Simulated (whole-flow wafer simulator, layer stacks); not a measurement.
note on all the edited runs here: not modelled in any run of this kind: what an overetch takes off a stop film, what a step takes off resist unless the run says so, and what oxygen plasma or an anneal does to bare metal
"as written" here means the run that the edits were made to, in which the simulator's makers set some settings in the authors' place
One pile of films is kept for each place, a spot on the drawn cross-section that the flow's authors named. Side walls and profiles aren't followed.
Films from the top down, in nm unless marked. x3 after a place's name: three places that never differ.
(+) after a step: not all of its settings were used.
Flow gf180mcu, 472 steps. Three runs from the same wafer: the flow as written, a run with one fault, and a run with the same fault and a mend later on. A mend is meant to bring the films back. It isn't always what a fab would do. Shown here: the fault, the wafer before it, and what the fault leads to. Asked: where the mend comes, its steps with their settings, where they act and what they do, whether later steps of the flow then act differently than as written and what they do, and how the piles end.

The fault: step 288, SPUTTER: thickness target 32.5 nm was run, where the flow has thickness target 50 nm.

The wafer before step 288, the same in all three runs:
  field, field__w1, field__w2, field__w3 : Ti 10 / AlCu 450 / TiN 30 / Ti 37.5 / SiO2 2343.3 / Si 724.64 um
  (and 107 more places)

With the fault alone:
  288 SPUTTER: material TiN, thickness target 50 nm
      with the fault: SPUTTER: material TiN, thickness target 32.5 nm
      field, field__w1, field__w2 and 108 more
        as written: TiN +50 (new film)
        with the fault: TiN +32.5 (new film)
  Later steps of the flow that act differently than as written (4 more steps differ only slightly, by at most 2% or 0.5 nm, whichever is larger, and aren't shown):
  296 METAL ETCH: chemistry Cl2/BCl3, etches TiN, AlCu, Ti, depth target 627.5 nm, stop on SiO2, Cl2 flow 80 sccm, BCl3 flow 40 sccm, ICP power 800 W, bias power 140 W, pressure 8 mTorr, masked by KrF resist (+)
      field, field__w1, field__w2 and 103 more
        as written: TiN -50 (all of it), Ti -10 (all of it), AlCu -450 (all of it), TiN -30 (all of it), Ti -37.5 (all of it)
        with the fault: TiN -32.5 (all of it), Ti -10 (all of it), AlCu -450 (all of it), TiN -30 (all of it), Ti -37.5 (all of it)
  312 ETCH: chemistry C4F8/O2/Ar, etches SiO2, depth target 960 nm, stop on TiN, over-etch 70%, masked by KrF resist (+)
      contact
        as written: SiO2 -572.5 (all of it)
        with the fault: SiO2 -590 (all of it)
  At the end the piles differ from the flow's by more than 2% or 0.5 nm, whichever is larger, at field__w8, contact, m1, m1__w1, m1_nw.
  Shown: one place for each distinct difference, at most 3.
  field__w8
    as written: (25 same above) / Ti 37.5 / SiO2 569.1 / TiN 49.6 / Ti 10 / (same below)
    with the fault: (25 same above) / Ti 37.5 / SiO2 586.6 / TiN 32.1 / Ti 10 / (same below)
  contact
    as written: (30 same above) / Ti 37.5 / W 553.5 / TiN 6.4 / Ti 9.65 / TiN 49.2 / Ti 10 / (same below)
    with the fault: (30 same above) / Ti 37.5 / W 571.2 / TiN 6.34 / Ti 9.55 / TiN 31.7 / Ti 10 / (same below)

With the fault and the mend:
  The mend comes after step 288.
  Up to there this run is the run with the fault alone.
  288a SPUTTER: material TiN, thickness target 17.5 nm (the flow's step 288 once more, with other settings)
      field, field__w1, field__w2 and 108 more
        TiN +17.5
  No later step of the flow acts differently than as written at any place that is followed.
  At the end the piles are the same as the flow's at every place that both follow.
